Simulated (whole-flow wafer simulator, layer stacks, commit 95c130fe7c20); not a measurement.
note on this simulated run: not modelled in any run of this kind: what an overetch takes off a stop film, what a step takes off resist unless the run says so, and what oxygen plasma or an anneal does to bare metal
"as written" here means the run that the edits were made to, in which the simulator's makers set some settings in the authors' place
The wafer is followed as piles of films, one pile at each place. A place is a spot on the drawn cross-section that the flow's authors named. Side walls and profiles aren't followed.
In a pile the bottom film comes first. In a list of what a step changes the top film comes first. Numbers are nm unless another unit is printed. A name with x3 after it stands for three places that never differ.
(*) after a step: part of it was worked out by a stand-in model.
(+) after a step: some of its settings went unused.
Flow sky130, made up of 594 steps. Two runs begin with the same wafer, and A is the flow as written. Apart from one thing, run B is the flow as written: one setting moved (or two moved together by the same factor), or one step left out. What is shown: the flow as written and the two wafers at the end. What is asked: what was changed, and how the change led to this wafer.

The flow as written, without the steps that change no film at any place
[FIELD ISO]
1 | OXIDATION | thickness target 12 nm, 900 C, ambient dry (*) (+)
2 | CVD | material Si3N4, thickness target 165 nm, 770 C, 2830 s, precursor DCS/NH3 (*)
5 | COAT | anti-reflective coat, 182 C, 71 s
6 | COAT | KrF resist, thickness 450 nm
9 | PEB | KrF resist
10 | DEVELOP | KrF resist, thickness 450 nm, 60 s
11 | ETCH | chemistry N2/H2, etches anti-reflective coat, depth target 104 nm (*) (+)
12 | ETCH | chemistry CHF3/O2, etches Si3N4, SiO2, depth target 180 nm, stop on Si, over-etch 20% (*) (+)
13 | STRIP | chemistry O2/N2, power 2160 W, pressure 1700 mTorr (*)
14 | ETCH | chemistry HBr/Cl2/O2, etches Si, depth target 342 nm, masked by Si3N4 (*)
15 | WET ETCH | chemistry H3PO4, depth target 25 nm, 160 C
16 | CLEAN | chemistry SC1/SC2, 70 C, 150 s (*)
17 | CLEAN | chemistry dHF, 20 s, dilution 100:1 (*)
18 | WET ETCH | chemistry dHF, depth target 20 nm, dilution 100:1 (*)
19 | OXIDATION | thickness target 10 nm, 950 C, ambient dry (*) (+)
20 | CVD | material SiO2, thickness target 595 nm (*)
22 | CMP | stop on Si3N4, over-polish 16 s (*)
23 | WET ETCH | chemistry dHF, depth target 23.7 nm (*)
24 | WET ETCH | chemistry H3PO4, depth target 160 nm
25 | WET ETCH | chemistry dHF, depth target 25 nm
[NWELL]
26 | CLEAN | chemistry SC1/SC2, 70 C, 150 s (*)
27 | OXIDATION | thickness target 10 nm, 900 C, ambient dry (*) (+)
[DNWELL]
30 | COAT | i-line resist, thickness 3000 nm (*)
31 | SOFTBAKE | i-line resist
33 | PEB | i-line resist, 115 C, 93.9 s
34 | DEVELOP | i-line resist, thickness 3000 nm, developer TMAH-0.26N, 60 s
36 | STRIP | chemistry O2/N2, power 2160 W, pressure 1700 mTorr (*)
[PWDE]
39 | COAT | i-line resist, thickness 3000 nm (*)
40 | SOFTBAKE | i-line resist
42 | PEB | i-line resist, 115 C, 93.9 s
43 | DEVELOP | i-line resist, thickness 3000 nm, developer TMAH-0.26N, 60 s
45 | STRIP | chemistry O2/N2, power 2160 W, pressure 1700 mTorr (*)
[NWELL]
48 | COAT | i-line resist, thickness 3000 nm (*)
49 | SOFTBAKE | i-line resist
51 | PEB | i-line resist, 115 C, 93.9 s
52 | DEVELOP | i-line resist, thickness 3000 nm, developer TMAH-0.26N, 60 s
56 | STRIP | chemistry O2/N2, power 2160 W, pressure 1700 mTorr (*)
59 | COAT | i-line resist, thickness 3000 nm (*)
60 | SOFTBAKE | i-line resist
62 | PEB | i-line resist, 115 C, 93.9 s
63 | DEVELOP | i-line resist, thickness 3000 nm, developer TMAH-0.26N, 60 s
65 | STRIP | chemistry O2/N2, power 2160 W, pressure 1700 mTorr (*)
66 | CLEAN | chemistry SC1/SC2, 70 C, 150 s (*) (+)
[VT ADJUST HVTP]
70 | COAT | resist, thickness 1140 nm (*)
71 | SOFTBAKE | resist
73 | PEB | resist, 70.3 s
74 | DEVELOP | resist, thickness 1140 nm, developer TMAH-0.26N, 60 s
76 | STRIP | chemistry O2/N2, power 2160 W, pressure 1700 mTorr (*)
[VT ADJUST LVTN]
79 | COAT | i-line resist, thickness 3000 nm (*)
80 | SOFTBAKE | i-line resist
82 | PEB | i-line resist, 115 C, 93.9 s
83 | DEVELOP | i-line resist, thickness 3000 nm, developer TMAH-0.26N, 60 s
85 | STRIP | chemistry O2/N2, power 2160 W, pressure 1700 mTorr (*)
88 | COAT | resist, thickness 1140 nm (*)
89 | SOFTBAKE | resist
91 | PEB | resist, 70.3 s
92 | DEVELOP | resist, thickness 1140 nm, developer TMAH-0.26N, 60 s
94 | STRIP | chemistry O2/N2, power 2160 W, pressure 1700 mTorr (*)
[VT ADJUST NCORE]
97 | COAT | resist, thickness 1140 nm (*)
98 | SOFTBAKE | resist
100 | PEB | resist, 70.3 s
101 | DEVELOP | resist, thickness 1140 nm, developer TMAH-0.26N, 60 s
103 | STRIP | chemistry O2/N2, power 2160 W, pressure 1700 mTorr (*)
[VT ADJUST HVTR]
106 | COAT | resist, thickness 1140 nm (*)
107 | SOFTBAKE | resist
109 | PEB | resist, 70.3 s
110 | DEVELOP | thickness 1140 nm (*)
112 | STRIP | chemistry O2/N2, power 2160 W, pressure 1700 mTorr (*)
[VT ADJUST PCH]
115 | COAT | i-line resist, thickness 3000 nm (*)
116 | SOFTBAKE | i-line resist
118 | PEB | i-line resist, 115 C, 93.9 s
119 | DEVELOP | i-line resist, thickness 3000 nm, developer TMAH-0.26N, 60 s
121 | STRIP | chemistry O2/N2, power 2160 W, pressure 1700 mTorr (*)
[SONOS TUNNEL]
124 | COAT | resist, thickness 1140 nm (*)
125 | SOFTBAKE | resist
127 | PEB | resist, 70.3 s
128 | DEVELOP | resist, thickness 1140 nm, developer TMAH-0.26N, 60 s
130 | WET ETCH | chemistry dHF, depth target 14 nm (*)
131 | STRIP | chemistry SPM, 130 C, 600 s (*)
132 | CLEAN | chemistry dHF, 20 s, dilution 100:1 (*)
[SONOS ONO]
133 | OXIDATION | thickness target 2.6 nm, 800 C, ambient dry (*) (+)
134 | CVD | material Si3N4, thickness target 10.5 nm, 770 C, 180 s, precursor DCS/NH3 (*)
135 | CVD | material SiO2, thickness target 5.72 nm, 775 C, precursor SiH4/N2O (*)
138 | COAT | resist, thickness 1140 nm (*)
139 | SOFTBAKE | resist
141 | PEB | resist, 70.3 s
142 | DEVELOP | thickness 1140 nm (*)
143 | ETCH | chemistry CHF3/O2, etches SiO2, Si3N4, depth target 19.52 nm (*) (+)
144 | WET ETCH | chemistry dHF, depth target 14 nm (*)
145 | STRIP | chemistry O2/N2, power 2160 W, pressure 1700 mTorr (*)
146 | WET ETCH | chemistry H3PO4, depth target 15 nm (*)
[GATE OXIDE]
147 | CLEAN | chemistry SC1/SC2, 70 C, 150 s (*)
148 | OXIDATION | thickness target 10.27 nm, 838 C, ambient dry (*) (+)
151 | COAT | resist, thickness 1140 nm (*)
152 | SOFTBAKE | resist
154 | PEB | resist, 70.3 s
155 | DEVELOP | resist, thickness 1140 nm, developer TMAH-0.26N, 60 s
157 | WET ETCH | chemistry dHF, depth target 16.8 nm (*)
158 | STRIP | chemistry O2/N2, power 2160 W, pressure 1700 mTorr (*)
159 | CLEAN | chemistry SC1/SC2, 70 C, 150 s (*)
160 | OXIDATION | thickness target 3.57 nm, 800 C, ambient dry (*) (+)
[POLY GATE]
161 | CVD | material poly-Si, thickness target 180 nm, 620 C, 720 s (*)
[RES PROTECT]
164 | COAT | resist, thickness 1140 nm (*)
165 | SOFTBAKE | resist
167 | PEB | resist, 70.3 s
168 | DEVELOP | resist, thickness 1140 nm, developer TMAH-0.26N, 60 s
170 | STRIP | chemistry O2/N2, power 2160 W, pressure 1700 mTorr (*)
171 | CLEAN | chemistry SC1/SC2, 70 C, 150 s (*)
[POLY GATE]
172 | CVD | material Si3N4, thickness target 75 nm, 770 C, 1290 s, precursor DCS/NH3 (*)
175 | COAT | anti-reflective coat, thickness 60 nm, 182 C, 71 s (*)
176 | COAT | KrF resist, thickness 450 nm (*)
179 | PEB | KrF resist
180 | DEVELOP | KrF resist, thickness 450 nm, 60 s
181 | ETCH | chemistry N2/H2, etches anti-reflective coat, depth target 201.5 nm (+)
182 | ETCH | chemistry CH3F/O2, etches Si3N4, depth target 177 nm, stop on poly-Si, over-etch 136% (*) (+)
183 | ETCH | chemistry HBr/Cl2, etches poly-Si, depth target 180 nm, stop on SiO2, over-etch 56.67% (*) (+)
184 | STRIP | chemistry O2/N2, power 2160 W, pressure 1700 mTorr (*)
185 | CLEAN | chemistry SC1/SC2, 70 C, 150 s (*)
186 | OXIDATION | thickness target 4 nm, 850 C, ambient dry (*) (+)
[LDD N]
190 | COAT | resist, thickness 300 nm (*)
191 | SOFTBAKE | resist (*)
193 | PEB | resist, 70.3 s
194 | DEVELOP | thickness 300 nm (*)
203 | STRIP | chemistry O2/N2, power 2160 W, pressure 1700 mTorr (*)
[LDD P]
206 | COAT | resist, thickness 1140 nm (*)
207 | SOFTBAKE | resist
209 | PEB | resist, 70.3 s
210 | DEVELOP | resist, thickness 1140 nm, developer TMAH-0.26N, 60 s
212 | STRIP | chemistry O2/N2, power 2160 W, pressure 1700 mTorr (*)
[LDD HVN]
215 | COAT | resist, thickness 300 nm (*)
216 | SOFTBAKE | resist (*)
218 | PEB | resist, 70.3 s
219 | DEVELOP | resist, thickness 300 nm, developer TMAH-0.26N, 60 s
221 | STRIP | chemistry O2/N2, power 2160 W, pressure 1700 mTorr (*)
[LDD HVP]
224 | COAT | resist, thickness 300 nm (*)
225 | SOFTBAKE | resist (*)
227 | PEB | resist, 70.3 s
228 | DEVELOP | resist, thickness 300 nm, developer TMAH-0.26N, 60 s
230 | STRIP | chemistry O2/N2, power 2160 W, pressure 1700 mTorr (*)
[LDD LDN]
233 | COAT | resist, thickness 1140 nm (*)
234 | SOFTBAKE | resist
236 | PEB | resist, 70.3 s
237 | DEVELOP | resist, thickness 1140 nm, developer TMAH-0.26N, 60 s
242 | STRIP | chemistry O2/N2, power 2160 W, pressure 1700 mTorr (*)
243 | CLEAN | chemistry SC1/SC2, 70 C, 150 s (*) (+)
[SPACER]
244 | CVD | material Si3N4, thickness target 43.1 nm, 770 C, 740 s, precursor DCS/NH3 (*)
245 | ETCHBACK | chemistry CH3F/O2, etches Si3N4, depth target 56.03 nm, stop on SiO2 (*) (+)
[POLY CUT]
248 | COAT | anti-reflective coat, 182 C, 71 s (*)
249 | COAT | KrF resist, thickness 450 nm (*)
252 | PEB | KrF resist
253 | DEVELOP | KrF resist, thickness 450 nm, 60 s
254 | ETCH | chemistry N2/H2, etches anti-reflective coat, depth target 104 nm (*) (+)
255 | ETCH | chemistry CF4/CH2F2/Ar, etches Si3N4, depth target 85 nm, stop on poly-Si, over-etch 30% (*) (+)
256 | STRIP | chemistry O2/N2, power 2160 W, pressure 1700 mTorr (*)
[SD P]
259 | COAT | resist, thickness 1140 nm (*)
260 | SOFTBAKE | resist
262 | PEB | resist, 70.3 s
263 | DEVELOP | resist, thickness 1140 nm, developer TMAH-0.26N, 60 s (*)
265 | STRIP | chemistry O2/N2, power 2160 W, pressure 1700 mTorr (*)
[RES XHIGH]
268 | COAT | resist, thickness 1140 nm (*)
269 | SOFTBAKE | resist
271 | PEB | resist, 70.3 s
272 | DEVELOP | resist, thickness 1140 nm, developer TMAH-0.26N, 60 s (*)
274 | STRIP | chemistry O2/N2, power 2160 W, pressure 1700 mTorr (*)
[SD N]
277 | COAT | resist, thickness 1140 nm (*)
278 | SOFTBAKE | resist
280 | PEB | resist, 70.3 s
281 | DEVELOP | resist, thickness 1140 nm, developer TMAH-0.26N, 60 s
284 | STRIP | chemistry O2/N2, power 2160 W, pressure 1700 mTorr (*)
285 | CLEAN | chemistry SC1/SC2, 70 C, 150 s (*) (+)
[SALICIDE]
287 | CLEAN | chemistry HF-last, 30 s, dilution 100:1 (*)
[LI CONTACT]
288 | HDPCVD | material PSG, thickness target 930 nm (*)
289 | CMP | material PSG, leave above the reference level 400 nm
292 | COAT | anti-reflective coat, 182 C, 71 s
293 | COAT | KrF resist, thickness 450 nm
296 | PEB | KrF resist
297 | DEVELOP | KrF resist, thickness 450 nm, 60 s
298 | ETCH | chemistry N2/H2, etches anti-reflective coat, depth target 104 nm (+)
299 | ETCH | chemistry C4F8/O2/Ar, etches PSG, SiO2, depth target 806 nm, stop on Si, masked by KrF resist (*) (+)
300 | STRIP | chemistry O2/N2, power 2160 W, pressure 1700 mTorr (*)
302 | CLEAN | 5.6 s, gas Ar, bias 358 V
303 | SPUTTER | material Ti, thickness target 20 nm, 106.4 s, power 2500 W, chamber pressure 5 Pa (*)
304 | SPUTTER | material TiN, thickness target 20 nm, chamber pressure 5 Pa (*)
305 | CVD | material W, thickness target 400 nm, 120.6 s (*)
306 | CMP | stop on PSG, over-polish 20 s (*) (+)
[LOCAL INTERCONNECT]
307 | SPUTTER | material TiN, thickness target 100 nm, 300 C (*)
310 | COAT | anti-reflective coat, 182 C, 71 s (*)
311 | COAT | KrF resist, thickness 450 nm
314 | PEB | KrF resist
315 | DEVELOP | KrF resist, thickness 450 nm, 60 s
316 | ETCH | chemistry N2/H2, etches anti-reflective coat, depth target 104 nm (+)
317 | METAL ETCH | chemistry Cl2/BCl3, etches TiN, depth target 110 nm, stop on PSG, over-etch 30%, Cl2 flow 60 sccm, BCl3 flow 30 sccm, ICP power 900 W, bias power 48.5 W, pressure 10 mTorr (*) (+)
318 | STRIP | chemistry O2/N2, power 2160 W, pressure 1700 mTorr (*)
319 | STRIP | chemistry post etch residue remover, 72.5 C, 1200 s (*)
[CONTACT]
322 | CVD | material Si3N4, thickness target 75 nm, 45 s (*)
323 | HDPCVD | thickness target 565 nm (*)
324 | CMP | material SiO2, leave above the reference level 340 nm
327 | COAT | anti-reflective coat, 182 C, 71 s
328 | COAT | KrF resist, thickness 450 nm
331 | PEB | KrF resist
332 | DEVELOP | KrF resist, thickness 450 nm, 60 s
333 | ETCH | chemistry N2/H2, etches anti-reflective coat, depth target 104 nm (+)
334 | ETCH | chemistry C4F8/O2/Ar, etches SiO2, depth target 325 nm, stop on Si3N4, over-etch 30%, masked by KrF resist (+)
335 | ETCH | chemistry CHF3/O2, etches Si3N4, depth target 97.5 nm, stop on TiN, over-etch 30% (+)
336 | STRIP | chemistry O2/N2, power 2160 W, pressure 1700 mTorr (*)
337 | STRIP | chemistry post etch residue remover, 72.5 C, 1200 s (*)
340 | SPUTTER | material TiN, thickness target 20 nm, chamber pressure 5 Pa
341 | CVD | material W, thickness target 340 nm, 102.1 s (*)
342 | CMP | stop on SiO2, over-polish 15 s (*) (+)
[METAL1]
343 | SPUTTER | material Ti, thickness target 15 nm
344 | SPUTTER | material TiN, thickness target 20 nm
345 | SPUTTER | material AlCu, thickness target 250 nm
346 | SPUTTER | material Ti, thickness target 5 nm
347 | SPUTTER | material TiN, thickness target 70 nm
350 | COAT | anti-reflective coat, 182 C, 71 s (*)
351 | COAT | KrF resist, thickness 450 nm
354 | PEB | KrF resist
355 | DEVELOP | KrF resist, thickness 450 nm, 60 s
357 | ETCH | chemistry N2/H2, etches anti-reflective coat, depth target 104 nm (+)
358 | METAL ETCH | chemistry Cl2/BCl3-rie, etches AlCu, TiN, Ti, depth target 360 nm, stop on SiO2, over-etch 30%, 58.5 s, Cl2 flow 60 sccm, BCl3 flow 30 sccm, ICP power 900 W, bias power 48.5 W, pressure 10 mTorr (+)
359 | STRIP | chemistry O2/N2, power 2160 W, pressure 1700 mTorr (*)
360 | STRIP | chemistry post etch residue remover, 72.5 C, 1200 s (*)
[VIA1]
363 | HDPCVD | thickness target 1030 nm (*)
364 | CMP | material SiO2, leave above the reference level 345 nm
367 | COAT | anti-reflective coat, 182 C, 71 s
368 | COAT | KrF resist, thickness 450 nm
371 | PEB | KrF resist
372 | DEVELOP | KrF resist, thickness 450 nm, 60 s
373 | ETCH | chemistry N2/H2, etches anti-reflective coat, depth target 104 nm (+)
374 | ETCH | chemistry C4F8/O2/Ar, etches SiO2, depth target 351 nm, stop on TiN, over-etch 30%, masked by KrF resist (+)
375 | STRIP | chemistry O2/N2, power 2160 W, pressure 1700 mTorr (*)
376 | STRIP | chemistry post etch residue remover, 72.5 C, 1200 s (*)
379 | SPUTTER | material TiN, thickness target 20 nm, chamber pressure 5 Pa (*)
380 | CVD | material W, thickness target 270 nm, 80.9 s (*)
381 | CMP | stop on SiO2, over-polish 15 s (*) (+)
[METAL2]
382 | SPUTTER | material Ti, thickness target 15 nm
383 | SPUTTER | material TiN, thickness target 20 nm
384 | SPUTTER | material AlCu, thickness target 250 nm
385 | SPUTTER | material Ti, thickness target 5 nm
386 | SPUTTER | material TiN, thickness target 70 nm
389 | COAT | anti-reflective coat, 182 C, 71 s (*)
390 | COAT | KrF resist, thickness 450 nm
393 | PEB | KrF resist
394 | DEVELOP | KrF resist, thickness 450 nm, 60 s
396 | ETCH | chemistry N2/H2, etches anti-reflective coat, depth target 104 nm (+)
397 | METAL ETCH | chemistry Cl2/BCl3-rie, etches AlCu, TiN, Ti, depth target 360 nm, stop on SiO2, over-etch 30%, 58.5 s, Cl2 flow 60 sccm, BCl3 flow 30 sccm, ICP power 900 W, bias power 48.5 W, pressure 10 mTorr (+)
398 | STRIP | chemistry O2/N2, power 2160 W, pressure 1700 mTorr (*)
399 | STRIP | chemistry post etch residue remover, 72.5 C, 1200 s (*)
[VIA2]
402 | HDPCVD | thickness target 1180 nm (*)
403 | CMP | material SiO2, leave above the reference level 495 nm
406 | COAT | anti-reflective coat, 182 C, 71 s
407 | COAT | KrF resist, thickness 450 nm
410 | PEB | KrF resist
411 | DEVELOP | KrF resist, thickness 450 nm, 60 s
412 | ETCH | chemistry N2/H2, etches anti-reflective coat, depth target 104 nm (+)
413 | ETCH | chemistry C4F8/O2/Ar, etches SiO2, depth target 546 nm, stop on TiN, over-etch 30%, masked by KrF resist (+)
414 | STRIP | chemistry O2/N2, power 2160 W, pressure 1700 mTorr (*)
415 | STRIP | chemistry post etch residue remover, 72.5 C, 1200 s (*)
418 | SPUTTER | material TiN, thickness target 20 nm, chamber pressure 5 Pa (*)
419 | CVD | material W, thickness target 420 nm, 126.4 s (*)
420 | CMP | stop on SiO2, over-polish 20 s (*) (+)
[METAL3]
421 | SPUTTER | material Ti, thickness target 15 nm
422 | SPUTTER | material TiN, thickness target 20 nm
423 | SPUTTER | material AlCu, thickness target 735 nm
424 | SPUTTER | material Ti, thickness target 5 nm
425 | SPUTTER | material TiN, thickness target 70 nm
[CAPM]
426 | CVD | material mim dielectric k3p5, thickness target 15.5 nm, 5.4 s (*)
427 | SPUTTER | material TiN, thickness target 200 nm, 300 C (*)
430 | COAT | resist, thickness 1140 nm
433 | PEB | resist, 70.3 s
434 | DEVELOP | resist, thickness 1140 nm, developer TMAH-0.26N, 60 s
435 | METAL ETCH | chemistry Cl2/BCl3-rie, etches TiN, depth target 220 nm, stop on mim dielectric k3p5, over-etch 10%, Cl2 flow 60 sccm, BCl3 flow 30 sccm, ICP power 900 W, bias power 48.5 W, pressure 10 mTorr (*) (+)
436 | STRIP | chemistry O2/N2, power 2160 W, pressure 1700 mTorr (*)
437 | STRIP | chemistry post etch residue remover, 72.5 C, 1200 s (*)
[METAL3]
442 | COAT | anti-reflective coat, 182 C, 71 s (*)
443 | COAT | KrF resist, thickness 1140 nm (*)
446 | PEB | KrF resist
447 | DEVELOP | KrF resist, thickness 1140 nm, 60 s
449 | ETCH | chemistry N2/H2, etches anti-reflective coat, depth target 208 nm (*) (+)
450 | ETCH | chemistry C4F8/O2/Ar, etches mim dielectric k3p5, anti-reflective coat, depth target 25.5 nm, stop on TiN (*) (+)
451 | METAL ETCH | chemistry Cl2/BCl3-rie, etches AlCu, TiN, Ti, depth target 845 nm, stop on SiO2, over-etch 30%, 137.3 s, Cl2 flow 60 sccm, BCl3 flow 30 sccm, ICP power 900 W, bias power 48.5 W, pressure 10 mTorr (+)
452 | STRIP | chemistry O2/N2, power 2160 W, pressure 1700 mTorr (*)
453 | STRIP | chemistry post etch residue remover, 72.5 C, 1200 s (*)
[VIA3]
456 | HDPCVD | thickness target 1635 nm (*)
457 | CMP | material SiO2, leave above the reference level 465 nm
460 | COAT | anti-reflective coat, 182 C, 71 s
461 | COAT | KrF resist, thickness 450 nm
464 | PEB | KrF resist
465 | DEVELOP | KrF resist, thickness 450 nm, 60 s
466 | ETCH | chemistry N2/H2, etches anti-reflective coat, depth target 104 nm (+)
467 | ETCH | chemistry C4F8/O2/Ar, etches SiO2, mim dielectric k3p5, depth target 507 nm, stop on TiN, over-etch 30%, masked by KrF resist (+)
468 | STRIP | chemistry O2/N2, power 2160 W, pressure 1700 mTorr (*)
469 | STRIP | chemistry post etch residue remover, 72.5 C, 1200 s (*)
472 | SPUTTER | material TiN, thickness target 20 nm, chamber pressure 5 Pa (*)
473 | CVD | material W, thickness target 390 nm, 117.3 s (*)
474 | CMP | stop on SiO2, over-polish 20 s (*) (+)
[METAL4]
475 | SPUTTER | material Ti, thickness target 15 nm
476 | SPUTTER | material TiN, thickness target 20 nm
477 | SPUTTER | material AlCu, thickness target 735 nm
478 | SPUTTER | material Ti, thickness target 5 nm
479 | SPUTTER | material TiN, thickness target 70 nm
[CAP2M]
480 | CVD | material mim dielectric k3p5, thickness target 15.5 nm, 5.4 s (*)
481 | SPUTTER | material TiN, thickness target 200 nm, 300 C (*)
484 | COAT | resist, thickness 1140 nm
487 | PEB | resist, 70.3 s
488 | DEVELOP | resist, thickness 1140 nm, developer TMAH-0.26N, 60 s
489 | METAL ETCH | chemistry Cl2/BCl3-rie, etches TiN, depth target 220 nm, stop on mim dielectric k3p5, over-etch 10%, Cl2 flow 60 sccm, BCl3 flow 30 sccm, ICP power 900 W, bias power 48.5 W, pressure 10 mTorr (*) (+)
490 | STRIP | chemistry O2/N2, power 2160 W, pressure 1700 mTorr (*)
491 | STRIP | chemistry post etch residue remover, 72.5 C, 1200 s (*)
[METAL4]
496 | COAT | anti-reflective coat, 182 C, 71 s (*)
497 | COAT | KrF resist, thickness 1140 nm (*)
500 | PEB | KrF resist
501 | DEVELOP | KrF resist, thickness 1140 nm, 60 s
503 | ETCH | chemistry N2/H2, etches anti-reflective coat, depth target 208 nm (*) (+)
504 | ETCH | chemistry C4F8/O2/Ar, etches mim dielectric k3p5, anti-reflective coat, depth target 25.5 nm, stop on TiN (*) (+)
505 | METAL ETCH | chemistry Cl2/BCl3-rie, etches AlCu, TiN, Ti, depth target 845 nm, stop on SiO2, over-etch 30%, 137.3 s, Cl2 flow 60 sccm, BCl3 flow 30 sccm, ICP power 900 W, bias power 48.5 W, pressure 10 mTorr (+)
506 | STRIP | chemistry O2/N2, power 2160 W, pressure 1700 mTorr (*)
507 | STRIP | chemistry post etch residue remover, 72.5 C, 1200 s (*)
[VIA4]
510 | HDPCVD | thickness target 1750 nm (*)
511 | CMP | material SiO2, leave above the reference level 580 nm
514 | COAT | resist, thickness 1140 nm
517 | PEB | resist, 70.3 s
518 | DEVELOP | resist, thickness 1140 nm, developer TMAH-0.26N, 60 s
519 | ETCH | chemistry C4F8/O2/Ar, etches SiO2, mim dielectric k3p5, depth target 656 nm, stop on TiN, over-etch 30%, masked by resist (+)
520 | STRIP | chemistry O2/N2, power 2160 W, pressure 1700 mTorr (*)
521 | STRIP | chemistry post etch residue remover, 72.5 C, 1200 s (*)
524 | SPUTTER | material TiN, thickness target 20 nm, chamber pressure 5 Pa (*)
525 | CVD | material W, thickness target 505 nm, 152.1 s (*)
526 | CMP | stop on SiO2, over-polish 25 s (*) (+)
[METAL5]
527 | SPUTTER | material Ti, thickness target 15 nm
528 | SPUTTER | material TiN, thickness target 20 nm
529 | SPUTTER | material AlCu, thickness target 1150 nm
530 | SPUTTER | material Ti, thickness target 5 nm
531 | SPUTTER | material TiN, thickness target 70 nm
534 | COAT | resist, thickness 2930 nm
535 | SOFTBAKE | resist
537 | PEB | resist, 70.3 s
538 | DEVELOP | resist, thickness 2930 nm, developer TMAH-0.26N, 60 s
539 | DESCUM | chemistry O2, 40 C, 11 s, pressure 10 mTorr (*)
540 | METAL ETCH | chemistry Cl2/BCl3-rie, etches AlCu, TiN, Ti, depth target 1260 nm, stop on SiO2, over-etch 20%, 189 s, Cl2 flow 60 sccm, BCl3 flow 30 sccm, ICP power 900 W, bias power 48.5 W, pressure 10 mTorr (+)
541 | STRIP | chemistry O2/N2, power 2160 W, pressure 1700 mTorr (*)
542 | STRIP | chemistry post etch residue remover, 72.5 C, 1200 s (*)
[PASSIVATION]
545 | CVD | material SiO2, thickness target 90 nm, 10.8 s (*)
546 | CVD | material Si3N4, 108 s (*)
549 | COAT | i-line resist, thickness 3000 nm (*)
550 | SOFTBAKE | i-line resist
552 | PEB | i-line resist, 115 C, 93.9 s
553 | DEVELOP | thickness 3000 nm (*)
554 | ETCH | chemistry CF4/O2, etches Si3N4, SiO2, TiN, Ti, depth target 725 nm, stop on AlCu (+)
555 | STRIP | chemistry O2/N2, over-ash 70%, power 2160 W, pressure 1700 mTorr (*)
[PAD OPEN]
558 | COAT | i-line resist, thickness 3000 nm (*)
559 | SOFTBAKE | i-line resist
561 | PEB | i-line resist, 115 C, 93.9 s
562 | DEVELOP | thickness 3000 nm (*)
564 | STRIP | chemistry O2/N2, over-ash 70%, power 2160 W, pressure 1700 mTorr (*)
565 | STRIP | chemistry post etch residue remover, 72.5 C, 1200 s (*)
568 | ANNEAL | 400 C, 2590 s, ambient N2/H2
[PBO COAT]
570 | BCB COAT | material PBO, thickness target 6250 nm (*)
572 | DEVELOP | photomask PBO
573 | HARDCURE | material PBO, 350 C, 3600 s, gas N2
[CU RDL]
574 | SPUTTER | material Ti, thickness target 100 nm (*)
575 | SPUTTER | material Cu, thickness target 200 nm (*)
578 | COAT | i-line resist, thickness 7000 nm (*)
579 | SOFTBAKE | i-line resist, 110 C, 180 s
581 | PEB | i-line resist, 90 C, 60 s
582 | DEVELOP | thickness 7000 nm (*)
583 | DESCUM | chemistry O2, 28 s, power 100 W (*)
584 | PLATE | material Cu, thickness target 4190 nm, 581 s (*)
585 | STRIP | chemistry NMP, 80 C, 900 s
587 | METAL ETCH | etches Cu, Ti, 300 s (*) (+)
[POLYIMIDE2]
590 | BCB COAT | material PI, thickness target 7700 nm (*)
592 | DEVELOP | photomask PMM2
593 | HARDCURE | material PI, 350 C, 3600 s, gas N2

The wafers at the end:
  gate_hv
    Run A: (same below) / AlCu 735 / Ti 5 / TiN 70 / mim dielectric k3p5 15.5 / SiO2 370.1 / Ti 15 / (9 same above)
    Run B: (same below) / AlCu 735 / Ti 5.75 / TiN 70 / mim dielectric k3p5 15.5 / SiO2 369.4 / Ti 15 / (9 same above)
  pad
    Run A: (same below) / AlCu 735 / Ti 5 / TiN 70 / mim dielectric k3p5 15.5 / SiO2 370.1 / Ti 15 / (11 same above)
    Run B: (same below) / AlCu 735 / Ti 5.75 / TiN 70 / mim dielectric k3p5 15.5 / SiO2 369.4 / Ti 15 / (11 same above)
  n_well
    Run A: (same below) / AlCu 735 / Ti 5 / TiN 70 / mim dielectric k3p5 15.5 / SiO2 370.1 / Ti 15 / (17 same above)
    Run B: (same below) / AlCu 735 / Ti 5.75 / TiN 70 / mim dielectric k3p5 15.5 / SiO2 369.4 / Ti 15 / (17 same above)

What caused this: step 424, SPUTTER: thickness target 5.75 nm was run, while the flow as written has thickness target 5 nm.
The wafer lets one read it off: gate_hv has Ti 5.75, and step 424 as written asks for 5 nm.

How this came from the change, step by step:
  424 | SPUTTER | material Ti, thickness target 5 nm
      field, active, n_well and 188 more: A +5 Ti (new film) | B +5.75 Ti (new film)
  451 | METAL ETCH | chemistry Cl2/BCl3-rie, etches AlCu, TiN, Ti, depth target 845 nm, stop on SiO2, over-etch 30%, 137.3 s, Cl2 flow 60 sccm, BCl3 flow 30 sccm, ICP power 900 W, bias power 48.5 W, pressure 10 mTorr (+)
      field, gate, spacer and 68 more: A -70 TiN (all of it), -5 Ti (all of it), -735 AlCu (all of it), -20 TiN (all of it), -15 Ti (all of it), -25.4 SiO2 | B -70 TiN (all of it), -5.75 Ti (all of it), -735 AlCu (all of it), -20 TiN (all of it), -15 Ti (all of it), -25.3 SiO2
      active, vpp_ln, vpp_iso2 and 11 more: A -70 TiN (all of it), -5 Ti (all of it), -735 AlCu (all of it), -20 TiN (all of it), -15 Ti (all of it), -25.3 SiO2 | B -70 TiN (all of it), -5.75 Ti (all of it), -735 AlCu (all of it), -20 TiN (all of it), -15 Ti (all of it), -25.3 SiO2
